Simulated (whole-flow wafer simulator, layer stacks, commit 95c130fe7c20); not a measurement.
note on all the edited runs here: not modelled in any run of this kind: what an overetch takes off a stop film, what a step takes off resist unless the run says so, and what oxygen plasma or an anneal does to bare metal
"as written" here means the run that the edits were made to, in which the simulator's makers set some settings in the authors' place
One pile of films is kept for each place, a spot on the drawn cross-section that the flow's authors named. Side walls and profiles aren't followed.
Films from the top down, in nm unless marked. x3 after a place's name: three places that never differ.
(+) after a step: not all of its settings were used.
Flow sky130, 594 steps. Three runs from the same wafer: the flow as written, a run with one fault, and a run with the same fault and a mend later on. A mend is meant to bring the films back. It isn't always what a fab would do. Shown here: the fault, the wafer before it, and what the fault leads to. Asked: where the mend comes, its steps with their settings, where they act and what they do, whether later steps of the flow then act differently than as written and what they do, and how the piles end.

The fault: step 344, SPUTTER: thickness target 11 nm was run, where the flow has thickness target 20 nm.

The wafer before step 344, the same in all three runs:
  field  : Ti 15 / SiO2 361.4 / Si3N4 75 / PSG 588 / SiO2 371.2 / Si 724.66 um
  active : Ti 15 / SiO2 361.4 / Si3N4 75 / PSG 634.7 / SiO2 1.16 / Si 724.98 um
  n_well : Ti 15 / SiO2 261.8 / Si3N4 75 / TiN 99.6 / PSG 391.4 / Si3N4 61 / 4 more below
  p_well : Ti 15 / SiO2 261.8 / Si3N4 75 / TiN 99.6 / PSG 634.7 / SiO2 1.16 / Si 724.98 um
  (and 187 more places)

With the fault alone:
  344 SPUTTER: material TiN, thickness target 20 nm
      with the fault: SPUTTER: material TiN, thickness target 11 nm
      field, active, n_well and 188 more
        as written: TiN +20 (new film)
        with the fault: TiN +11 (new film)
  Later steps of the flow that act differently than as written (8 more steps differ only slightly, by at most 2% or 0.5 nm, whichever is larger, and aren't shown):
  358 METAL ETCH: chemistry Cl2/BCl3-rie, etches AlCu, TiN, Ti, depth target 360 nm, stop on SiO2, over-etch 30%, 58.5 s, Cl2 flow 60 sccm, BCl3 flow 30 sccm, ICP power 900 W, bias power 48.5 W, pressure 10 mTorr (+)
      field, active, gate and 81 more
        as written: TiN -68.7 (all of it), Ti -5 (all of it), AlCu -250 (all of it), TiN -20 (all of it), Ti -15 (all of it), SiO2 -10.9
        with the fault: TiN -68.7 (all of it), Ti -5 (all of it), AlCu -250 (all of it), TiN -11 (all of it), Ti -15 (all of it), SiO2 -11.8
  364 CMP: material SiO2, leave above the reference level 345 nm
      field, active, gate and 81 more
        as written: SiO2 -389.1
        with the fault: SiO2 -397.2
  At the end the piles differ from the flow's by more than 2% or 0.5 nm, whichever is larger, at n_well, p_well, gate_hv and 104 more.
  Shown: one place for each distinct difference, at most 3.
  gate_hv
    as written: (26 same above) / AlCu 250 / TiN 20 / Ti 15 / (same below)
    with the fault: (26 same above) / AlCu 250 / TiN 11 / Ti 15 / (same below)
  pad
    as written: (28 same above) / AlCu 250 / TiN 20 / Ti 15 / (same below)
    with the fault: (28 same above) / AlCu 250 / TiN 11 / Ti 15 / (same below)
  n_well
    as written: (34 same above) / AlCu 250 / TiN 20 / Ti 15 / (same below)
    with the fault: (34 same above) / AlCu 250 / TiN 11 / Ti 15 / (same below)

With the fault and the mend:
  The mend comes after step 344.
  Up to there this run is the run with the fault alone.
  344a SPUTTER: material TiN, thickness target 9 nm (the flow's step 344 once more, with other settings)
      field, active, n_well and 188 more
        TiN +9
  No later step of the flow acts differently than as written at any place that is followed.
  At the end the piles are the same as the flow's at every place that both follow.
